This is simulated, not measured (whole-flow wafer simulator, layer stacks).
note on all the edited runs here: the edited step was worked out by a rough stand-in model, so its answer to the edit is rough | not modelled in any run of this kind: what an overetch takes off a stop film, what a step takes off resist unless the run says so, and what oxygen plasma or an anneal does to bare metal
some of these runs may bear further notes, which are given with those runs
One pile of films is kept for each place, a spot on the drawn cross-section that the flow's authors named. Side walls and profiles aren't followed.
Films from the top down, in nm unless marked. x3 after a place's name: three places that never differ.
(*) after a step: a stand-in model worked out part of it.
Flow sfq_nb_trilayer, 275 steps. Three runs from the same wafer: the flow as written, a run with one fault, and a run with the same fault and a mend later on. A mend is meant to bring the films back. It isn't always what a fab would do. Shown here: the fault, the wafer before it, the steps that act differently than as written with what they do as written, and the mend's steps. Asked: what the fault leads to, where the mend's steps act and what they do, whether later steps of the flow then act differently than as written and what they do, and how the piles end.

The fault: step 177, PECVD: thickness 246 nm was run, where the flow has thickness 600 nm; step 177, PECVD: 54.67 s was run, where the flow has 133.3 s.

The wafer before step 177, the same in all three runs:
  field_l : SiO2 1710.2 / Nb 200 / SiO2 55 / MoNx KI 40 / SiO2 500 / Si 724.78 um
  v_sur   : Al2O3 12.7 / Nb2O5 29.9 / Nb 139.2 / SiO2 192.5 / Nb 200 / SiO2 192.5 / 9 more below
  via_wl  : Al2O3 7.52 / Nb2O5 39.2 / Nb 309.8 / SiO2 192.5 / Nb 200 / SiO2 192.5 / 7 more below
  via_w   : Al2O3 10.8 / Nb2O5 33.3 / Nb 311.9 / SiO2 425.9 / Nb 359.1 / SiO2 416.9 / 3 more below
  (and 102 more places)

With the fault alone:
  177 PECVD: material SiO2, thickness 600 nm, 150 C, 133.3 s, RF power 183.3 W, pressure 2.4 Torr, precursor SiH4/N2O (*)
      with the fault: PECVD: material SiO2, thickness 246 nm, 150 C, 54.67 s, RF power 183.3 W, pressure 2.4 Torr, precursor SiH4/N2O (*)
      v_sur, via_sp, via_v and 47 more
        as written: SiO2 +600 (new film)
        with the fault: SiO2 +246 (new film)
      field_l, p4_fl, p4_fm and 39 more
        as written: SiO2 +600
        with the fault: SiO2 +246
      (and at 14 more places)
  Later steps of the flow that act differently than as written (14 more steps differ only slightly, by at most 2% or 0.5 nm, whichever is larger, and aren't shown):
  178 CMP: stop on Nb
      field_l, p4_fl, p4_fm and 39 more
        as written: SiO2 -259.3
        with the fault: nothing
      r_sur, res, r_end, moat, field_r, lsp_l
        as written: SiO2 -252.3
        with the fault: nothing
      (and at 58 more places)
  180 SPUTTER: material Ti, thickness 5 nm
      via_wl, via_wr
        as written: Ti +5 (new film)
        with the fault: Ti +3.72 (new film)
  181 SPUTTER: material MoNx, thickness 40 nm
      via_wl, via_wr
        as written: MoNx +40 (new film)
        with the fault: MoNx +30.4 (new film)
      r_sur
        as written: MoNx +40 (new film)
        with the fault: MoNx +36.4 (new film)
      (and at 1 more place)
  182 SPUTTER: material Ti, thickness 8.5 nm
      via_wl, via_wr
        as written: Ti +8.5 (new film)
        with the fault: Ti +6.2 (new film)
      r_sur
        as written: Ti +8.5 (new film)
        with the fault: Ti +7.63 (new film)
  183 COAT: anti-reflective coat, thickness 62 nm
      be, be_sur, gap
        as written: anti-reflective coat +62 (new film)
        with the fault: anti-reflective coat +56.4 (new film)
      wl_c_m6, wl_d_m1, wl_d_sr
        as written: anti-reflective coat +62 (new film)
        with the fault: anti-reflective coat +64.5 (new film)
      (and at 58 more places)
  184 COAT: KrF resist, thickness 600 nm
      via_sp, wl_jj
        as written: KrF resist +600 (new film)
        with the fault: KrF resist +567.4 (new film)
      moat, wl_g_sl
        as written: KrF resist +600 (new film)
        with the fault: KrF resist +612.9 (new film)
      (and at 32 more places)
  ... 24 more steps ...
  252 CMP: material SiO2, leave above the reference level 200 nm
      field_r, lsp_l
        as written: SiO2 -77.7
        with the fault: SiO2 -73.9
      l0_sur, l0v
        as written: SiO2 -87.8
        with the fault: SiO2 -85.2
  At the end the piles differ from the flow's by more than 2% or 0.5 nm, whichever is larger, at via_wl, via_w, via_wr and 7 more.
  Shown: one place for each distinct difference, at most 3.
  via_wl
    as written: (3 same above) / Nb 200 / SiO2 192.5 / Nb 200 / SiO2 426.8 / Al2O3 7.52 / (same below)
    with the fault: (3 same above) / Nb 200 / SiO2 339.2 / Nb 185.4 / SiO2 294.7 / Al2O3 7.52 / (same below)
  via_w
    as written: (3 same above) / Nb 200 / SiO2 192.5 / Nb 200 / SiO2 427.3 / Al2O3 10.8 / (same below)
    with the fault: (3 same above) / Nb 200 / SiO2 339.9 / Nb 185.3 / SiO2 294.7 / Al2O3 10.8 / (same below)
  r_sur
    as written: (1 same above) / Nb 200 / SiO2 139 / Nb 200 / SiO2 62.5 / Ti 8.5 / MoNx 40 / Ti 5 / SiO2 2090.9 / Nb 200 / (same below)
    with the fault: (1 same above) / Nb 200 / SiO2 241.3 / Nb 200 / SiO2 62.5 / Ti 7.63 / MoNx 36.4 / Ti 4.51 / SiO2 1993.5 / Nb 200 / (same below)

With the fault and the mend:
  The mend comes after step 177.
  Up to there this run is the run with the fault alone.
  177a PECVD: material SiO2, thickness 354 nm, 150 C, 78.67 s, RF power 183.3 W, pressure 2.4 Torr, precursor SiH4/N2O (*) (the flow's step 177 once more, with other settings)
      field_l, v_sur, via_sp and 94 more
        SiO2 +354
      r_sur, res, r_end, moat, field_r, lsp_l
        SiO2 +350
      via_wl, via_wr
        SiO2 +337.2
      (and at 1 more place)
  Later steps of the flow that act differently than as written:
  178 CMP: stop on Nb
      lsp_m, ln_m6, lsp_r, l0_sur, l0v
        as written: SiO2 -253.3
        with the mend: SiO2 -259.3
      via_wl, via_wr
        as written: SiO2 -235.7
        with the mend: SiO2 -206.7
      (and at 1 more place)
  At the end the piles are the same as the flow's at every place that both follow.
